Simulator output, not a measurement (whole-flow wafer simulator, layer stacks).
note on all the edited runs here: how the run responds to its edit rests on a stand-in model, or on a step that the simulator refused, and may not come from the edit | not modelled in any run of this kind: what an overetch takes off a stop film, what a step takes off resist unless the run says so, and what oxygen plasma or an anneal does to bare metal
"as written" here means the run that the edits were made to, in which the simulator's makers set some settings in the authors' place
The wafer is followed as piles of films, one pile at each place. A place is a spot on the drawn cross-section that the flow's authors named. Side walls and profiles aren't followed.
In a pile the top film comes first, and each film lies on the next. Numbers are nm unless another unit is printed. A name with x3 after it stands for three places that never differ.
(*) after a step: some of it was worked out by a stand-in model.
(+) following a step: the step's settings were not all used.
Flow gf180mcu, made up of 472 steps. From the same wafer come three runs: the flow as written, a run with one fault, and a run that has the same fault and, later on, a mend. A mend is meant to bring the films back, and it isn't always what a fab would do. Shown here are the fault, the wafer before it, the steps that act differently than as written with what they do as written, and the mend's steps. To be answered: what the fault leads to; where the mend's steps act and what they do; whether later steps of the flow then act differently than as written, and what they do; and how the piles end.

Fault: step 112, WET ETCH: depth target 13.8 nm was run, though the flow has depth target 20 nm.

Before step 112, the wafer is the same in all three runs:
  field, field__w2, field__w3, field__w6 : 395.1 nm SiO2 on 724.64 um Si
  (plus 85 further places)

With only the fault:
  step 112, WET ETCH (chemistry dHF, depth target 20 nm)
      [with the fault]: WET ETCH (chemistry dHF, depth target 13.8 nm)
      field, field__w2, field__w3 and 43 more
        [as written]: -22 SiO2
        [with the fault]: -15.2 SiO2
  Steps later in the flow that act otherwise than as written (54 other steps are not shown; they differ only slightly, by no more than 2% or 0.5 nm, whichever is larger):
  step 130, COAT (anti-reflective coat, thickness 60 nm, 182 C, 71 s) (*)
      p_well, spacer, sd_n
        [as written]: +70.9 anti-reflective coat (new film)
        [with the fault]: +77.4 anti-reflective coat (new film)
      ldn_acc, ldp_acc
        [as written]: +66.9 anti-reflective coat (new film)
        [with the fault]: +69.4 anti-reflective coat (new film)
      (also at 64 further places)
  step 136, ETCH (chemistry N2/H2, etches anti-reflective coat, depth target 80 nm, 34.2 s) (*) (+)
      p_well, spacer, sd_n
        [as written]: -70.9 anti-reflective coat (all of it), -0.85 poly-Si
        [with the fault]: -77.4 anti-reflective coat (all of it), -0.68 poly-Si
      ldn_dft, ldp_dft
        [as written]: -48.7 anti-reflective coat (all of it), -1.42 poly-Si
        [with the fault]: -45.5 anti-reflective coat (all of it), -1.5 poly-Si
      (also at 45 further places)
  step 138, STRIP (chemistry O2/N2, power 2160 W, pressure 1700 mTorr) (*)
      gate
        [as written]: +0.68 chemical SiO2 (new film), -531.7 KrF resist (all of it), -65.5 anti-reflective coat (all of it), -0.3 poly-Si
        [with the fault]: +0.68 chemical SiO2 (new film), -532 KrF resist (all of it), -68.5 anti-reflective coat (all of it), -0.3 poly-Si
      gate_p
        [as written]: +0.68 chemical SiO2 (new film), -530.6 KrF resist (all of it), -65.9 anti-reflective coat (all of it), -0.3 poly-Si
        [with the fault]: +0.68 chemical SiO2 (new film), -530.7 KrF resist (all of it), -69.2 anti-reflective coat (all of it), -0.3 poly-Si
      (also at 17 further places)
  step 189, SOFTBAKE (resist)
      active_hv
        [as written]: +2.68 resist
        [with the fault]: -0.46 resist
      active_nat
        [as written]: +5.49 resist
        [with the fault]: +9.3 resist
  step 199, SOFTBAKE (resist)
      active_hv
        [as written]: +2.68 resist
        [with the fault]: -0.46 resist
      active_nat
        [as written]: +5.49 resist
        [with the fault]: +9.3 resist
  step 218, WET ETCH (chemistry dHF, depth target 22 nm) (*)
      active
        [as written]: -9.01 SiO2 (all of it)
        [with the fault]: -8.17 SiO2 (all of it)
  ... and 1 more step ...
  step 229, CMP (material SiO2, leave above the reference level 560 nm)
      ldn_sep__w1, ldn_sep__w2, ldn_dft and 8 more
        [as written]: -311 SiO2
        [with the fault]: -317.8 SiO2
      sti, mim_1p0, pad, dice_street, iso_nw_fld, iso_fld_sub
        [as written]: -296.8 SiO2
        [with the fault]: -303.6 SiO2
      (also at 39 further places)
  The piles end different from the flow's at ld_sd_n by more than 2% or 0.5 nm, whichever is larger.
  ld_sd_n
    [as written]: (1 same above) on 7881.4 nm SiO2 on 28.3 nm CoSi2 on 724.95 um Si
    [with the fault]: (1 same above) on 7881.4 nm SiO2 on 27.7 nm CoSi2 on 724.95 um Si

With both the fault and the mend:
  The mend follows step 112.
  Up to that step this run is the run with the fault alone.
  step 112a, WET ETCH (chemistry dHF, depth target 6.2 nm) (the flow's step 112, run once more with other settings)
      field, field__w2, field__w3 and 43 more
        -6.2 SiO2
  Steps later in the flow that act otherwise than as written (57 other steps are not shown; they differ only slightly, by no more than 2% or 0.5 nm, whichever is larger):
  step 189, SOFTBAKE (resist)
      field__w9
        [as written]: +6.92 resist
        [with the mend]: -3.07 resist
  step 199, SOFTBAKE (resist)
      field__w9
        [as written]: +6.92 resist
        [with the mend]: -3.07 resist
  When the end is reached, the piles differ only a little from the flow's at the places that both follow, at most by 2% or 0.5 nm, whichever is larger.
